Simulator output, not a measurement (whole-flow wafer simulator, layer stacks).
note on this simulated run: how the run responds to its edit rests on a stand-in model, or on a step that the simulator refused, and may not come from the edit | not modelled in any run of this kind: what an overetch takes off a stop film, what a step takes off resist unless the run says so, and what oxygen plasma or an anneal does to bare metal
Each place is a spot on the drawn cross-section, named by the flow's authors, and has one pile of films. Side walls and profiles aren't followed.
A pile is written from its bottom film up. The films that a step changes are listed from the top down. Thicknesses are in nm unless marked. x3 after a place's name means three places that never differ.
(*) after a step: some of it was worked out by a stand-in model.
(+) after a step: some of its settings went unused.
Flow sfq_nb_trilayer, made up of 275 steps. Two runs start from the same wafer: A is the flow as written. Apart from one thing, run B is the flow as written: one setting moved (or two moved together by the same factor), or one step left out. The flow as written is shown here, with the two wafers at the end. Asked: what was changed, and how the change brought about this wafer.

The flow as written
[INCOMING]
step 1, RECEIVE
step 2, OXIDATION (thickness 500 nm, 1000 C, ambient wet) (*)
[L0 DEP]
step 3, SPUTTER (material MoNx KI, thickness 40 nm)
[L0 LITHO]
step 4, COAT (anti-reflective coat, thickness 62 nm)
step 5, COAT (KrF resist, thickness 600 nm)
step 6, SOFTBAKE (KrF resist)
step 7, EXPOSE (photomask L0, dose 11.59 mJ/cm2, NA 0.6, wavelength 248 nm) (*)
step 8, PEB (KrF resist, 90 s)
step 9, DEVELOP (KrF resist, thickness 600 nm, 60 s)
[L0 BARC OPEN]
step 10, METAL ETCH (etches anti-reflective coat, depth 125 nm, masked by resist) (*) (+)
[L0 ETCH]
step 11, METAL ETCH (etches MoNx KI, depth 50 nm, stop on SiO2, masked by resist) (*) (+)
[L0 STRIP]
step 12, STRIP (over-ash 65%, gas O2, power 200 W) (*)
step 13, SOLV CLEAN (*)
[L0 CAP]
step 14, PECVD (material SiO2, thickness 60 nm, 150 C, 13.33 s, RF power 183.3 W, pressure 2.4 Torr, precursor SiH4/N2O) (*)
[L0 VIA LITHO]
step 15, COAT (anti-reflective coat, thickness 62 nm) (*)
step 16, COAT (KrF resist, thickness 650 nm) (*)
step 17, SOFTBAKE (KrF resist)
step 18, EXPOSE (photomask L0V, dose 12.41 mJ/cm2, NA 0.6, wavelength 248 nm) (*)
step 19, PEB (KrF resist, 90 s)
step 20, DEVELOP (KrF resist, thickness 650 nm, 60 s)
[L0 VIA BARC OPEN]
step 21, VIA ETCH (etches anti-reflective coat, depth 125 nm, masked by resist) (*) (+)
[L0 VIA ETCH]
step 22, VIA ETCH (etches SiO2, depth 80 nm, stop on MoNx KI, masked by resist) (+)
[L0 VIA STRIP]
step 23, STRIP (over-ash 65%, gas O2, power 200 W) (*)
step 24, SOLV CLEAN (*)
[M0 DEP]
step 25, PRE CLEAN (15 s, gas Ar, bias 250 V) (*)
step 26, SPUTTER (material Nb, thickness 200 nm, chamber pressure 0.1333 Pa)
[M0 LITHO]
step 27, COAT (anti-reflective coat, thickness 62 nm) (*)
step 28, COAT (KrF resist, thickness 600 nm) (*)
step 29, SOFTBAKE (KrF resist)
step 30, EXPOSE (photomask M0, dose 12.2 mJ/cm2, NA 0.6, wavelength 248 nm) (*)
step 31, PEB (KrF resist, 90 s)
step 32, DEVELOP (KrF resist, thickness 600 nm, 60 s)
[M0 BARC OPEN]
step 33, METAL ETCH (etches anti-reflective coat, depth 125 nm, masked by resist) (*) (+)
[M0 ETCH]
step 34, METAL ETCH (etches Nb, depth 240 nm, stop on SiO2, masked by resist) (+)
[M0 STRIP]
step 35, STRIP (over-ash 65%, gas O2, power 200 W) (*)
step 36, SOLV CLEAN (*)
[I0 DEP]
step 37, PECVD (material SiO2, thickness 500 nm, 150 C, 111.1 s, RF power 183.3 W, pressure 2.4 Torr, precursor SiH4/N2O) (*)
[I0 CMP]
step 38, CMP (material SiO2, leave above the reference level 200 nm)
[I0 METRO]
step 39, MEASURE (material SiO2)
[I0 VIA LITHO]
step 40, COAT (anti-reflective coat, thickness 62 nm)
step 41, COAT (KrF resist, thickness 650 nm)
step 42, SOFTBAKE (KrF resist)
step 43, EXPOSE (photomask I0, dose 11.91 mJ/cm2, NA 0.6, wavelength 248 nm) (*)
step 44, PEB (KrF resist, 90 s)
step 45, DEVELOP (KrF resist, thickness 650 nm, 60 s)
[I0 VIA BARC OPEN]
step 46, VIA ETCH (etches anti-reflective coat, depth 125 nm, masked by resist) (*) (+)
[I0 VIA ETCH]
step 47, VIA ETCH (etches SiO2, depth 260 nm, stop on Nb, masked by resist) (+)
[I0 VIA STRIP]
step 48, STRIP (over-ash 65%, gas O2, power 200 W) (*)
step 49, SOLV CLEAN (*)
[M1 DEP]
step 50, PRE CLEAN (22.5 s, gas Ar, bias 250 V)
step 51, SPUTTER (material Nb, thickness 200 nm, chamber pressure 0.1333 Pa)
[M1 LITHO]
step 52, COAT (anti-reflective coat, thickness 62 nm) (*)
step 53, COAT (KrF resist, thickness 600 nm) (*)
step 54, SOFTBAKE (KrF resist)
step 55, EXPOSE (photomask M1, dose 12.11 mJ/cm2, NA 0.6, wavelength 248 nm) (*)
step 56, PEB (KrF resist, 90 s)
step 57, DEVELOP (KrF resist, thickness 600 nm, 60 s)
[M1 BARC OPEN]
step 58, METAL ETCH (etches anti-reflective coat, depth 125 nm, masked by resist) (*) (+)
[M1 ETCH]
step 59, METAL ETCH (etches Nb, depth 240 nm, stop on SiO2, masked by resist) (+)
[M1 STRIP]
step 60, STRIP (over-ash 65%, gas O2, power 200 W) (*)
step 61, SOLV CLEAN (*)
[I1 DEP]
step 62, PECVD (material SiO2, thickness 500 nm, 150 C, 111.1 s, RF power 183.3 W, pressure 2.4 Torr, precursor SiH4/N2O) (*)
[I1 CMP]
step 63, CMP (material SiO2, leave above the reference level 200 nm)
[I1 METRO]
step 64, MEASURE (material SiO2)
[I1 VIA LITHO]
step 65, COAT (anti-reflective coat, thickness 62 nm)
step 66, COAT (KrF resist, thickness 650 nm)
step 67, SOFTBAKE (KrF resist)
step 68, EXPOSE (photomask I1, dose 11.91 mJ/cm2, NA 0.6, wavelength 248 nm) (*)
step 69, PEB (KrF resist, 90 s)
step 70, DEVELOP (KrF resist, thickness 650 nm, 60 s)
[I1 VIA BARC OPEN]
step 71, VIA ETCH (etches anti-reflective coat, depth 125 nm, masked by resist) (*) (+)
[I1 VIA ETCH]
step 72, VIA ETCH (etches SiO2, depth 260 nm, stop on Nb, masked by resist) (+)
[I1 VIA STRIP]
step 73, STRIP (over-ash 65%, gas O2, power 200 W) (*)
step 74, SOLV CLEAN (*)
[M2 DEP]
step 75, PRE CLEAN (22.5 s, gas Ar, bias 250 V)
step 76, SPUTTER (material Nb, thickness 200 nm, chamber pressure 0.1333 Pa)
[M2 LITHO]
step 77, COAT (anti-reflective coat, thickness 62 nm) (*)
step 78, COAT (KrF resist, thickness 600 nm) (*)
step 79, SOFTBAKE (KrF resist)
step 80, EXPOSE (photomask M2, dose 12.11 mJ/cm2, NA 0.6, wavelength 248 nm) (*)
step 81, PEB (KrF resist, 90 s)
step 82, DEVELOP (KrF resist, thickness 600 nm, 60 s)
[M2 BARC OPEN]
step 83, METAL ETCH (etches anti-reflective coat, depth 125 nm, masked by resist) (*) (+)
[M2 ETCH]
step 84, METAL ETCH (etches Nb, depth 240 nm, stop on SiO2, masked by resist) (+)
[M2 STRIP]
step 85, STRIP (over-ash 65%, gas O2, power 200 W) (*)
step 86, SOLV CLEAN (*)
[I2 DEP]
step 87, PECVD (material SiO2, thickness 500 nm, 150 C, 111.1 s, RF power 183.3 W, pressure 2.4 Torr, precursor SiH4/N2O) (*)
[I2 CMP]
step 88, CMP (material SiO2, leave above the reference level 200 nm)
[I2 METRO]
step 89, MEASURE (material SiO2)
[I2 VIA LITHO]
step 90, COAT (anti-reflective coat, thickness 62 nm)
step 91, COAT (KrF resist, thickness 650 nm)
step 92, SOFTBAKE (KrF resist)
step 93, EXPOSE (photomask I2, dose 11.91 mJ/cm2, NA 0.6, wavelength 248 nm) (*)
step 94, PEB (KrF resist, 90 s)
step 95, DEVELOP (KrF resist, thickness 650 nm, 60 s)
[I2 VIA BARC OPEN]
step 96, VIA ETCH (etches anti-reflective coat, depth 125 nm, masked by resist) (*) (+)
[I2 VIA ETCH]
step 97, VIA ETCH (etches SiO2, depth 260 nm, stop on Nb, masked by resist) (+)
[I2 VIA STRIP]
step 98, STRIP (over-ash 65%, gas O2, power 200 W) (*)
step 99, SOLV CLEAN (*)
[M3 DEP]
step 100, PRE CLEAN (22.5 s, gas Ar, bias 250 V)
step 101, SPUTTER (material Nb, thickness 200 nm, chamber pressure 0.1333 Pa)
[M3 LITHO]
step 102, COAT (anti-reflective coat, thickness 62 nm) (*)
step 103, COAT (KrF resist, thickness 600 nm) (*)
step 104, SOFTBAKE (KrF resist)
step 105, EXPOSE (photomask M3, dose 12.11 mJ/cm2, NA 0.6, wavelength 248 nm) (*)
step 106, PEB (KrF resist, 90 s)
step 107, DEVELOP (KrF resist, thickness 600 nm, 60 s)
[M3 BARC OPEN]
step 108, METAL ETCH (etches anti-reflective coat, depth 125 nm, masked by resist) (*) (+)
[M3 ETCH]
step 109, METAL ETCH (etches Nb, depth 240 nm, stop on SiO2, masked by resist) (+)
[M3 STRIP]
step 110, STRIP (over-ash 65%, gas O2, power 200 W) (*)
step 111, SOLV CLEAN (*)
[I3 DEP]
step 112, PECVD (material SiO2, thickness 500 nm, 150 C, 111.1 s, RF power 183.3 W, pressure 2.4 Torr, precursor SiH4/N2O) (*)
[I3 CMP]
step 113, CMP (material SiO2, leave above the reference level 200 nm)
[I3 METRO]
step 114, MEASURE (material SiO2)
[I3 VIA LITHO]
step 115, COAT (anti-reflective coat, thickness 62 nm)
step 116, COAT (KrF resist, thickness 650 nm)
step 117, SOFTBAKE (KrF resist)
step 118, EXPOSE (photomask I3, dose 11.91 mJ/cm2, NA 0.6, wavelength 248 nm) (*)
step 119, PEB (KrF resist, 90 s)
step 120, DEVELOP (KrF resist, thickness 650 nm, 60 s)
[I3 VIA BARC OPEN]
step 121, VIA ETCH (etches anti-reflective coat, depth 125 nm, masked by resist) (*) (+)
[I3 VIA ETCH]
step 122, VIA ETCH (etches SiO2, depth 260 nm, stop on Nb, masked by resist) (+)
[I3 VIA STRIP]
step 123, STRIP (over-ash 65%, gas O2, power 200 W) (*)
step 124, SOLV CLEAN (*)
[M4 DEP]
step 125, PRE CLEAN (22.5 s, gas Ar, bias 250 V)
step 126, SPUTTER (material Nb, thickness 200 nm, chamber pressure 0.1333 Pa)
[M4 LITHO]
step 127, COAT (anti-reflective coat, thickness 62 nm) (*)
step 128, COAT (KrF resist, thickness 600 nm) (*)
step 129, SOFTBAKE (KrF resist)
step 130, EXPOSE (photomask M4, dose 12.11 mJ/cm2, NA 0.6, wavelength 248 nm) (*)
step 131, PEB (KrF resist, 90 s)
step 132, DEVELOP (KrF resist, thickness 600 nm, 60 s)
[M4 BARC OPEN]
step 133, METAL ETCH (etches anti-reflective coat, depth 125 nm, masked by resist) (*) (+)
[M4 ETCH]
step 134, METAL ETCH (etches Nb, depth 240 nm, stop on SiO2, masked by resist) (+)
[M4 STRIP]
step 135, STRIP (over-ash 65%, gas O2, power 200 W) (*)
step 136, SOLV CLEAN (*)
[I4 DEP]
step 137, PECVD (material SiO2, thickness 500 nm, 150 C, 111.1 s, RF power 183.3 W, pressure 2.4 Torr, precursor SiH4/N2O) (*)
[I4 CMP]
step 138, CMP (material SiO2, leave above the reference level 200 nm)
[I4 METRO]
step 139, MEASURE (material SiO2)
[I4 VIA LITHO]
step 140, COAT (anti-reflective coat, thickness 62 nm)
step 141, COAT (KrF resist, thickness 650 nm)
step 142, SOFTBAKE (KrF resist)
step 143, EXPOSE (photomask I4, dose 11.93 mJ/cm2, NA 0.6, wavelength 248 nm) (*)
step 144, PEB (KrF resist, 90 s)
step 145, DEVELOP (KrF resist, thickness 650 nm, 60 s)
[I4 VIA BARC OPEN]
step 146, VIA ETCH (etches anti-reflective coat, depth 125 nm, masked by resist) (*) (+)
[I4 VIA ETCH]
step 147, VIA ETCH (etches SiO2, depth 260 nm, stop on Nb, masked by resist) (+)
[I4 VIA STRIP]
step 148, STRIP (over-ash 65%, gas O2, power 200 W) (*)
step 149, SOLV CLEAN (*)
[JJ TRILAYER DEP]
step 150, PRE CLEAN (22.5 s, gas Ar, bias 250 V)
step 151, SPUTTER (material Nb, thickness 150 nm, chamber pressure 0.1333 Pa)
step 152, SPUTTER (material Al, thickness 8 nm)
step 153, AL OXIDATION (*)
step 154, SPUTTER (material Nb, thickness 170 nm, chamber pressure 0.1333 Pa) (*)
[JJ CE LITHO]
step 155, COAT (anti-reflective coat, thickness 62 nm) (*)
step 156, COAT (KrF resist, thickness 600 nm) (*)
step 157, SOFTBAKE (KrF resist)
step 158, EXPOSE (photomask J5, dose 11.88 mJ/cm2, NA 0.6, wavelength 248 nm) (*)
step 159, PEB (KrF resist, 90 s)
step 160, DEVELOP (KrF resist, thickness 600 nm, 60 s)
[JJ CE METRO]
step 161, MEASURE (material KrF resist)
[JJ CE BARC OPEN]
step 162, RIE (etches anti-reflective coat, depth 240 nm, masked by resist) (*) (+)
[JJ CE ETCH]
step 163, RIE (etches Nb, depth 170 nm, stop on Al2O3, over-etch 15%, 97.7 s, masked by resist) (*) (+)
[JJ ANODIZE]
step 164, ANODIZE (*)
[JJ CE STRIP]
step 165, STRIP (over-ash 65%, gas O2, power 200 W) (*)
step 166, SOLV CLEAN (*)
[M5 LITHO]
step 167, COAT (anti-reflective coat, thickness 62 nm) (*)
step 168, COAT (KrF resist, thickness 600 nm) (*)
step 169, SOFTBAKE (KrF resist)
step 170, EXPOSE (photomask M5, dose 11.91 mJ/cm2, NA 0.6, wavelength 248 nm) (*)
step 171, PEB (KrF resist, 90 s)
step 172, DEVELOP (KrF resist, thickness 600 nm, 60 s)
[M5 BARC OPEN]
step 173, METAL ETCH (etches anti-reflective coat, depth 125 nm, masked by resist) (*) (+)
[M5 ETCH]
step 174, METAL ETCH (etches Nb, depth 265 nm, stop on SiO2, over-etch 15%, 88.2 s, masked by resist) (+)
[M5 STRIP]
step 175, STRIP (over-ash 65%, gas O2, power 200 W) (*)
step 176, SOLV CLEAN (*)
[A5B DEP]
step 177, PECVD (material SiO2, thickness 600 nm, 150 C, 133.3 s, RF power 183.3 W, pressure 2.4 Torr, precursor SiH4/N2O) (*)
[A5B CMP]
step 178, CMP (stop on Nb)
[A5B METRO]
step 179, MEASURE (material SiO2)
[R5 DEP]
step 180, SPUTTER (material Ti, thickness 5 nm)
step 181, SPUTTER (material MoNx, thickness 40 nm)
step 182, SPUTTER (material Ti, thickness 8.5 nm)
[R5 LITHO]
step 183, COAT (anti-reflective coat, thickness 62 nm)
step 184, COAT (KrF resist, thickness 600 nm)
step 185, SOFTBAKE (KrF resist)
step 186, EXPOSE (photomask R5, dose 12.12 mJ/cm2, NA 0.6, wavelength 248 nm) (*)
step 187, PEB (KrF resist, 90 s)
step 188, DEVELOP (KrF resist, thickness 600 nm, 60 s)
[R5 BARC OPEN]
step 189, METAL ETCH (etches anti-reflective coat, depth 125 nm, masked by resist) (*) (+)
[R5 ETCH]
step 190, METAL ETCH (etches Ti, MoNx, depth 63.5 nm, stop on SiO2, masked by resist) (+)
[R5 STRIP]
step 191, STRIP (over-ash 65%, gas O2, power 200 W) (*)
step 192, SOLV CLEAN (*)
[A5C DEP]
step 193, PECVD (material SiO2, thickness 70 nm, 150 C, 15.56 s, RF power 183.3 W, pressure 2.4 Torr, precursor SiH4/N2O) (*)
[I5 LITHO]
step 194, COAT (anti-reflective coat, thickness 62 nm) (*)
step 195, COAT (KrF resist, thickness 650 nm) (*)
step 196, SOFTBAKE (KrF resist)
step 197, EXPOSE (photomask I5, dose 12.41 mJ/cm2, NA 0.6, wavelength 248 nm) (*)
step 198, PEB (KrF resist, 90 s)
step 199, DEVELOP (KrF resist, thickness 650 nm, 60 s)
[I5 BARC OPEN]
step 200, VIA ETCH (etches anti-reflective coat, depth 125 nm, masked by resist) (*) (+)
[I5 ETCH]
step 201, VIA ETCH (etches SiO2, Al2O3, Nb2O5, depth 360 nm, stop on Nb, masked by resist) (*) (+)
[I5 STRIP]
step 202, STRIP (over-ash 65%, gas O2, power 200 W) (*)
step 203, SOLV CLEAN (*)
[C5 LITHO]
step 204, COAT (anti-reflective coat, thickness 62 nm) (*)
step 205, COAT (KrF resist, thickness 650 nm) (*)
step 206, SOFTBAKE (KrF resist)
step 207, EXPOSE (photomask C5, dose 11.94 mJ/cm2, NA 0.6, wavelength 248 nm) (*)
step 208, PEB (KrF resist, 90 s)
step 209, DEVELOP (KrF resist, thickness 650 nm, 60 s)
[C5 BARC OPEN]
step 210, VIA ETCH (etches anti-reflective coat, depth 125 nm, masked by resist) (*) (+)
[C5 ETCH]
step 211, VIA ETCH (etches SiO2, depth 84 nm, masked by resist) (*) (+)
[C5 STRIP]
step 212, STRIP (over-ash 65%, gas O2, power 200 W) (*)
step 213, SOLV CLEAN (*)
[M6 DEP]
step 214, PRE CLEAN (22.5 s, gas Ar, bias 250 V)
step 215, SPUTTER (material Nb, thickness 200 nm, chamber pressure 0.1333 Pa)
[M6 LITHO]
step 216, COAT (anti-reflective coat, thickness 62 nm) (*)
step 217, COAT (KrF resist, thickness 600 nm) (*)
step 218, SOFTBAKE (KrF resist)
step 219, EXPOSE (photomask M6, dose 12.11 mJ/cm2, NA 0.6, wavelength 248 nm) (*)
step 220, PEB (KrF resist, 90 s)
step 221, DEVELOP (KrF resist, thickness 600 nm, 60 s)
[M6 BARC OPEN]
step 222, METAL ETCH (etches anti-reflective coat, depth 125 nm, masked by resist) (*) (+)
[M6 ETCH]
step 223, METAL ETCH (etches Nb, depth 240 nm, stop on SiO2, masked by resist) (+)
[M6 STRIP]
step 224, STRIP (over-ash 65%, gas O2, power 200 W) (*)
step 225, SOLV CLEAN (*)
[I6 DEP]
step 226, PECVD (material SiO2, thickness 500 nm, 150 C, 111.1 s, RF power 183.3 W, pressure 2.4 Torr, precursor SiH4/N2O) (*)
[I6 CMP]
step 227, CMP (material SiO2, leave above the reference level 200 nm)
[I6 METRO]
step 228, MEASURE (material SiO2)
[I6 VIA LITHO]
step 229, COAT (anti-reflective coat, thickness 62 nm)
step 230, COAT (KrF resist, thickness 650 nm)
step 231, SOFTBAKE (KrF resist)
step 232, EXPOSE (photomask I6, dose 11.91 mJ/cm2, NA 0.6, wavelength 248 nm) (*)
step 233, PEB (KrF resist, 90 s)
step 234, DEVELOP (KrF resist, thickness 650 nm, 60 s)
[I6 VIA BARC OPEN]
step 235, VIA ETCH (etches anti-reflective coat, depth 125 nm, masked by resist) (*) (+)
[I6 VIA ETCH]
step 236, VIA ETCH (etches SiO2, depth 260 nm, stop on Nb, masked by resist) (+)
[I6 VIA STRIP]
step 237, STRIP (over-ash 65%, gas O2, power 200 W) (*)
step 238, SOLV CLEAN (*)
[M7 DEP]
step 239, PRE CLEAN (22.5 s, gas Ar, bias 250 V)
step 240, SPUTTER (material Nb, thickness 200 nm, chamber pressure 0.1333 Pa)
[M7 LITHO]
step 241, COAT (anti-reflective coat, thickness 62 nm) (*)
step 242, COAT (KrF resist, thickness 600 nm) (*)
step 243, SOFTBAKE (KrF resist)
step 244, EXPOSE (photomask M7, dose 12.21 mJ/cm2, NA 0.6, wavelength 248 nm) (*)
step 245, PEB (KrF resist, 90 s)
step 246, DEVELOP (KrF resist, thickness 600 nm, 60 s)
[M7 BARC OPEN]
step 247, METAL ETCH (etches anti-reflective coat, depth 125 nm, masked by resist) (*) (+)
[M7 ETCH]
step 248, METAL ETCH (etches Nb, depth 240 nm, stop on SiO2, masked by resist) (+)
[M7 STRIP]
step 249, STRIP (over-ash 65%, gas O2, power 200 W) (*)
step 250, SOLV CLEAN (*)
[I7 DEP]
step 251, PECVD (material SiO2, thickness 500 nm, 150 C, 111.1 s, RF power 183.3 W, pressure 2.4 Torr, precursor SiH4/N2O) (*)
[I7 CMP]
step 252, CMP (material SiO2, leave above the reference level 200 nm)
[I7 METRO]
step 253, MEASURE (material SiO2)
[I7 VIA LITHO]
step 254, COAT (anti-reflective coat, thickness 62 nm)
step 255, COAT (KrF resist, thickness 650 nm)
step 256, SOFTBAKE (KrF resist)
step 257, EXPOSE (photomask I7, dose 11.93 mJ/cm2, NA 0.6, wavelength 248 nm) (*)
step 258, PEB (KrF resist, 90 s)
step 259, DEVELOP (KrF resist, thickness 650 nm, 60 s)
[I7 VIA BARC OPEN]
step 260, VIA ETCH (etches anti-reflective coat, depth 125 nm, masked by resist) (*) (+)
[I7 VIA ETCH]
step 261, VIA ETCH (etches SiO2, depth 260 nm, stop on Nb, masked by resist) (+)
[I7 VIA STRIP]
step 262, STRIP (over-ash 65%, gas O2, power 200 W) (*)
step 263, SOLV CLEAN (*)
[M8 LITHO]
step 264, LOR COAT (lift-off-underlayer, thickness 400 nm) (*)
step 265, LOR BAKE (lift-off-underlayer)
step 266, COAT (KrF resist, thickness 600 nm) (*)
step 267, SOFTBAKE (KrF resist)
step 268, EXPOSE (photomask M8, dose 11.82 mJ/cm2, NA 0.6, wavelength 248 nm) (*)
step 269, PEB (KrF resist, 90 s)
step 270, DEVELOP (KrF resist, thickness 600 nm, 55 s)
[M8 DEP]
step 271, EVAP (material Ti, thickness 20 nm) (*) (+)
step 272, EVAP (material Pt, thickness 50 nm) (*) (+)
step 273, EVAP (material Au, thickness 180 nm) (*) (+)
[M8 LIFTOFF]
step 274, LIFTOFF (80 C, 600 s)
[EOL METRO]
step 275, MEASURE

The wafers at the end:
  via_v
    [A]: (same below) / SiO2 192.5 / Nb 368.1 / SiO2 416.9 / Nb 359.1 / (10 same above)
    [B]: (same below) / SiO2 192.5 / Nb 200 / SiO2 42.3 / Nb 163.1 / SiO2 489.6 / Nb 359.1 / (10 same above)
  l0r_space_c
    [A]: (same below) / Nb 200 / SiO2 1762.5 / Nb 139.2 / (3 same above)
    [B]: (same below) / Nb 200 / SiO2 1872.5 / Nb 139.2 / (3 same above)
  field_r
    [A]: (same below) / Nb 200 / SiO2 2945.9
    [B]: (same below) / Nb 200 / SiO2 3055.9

Cause: step 63, CMP: leave above the reference level 310 nm was run, while the flow as written has leave above the reference level 200 nm.

Step by step, how the change led to this:
  step 63, CMP (material SiO2, leave above the reference level 200 nm)
      field_l, be, be_sur and 72 more: A SiO2 loses 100 | B nothing
      lsp_m, ln_m6, lsp_r, l0_sur, l0v: A SiO2 loses 94.9 | B nothing
      (and at 26 other places as well)
  step 65, COAT (anti-reflective coat, thickness 62 nm)
      wl_g_sr, m0r_space_l, m0r_space_r, m6r_space_l, m6r_space_r, m7r_space_l, m7r_space_r: A anti-reflective coat gains 62 (new film) | B anti-reflective coat gains 63.4 (new film)
      field_l, r5r_line_c: A anti-reflective coat gains 62 (new film) | B anti-reflective coat gains 63.5 (new film)
      (and at 14 other places as well)
  step 72, VIA ETCH (etches SiO2, depth 260 nm, stop on Nb, masked by resist) (+)
      via_v: A SiO2 loses 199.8 (all of it) | B SiO2 loses 260
  step 73, STRIP (over-ash 65%, gas O2, power 200 W) (*)
      m0r_space_l, m0r_space_r, m6r_space_l, m6r_space_r, m7r_space_l, m7r_space_r: A KrF resist loses 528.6 (all of it), anti-reflective coat loses 62 (all of it) | B KrF resist loses 530.2 (all of it), anti-reflective coat loses 63.4 (all of it)
      m5r_linepad_l, m5r_linepad_r: A KrF resist loses 528.6 (all of it), anti-reflective coat loses 62 (all of it) | B KrF resist loses 527.2 (all of it), anti-reflective coat loses 66.4 (all of it)
      (and at 15 other places as well)
  step 75, PRE CLEAN (22.5 s, gas Ar, bias 250 V)
      via_v: A Nb loses 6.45 | B SiO2 loses 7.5
  step 76, SPUTTER (material Nb, thickness 200 nm, chamber pressure 0.1333 Pa)
      via_v: A Nb gains 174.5 | B Nb gains 163.1 (new film)
  step 77, COAT (anti-reflective coat, thickness 62 nm) (*)
      m0r_space_r, m6r_space_r, m7r_space_r: A anti-reflective coat gains 62 (new film) | B anti-reflective coat gains 63.3 (new film)
      m5r_linepad_l, m5r_linepad_r: A anti-reflective coat gains 62 (new film) | B anti-reflective coat gains 65.8 (new film)
      (and at 13 other places as well)
  step 78, COAT (KrF resist, thickness 600 nm) (*)
      via_v: A KrF resist gains 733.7 (new film) | B KrF resist gains 780.6 (new film)
  step 83, METAL ETCH (etches anti-reflective coat, depth 125 nm, masked by resist) (*) (+)
      m0r_space_r, m6r_space_r, m7r_space_r: A anti-reflective coat loses 62 (all of it) | B anti-reflective coat loses 63.3 (all of it)
      m5r_linepad_l, m5r_linepad_r: A anti-reflective coat loses 62 (all of it) | B anti-reflective coat loses 65.8 (all of it)
      (and at 9 other places as well)
  step 85, STRIP (over-ash 65%, gas O2, power 200 W) (*)
      v_sur: A KrF resist loses 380 (all of it), anti-reflective coat loses 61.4 (all of it) | B KrF resist loses 376 (all of it), anti-reflective coat loses 58.7 (all of it)
      via_sp: A KrF resist loses 374.4 (all of it), anti-reflective coat loses 53.2 (all of it) | B KrF resist loses 367 (all of it), anti-reflective coat loses 51.2 (all of it)
      (and at 2 other places as well)
  step 87, PECVD (material SiO2, thickness 500 nm, 150 C, 111.1 s, RF power 183.3 W, pressure 2.4 Torr, precursor SiH4/N2O) (*)
      via_v: A SiO2 gains 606 (new film) | B SiO2 gains 678.7 (new film)
  step 88, CMP (material SiO2, leave above the reference level 200 nm)
      field_l, be, be_sur and 72 more: A SiO2 loses 100 | B SiO2 loses 90
      lsp_m, ln_m6, lsp_r, l0_sur, l0v: A SiO2 loses 100 | B SiO2 loses 84.9
With metal films that touch counted as one body, via_v has 7 bodies (between them, from the top down: SiO2 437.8; SiO2 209 / Al2O3 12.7 / Nb2O5 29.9; SiO2 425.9; SiO2 489.6; SiO2 42.3; SiO2 192.5); the flow as written gives 6 bodies (between them, from the top down: SiO2 437.8; SiO2 209 / Al2O3 12.7 / Nb2O5 29.9; SiO2 425.9; SiO2 416.9; SiO2 192.5).
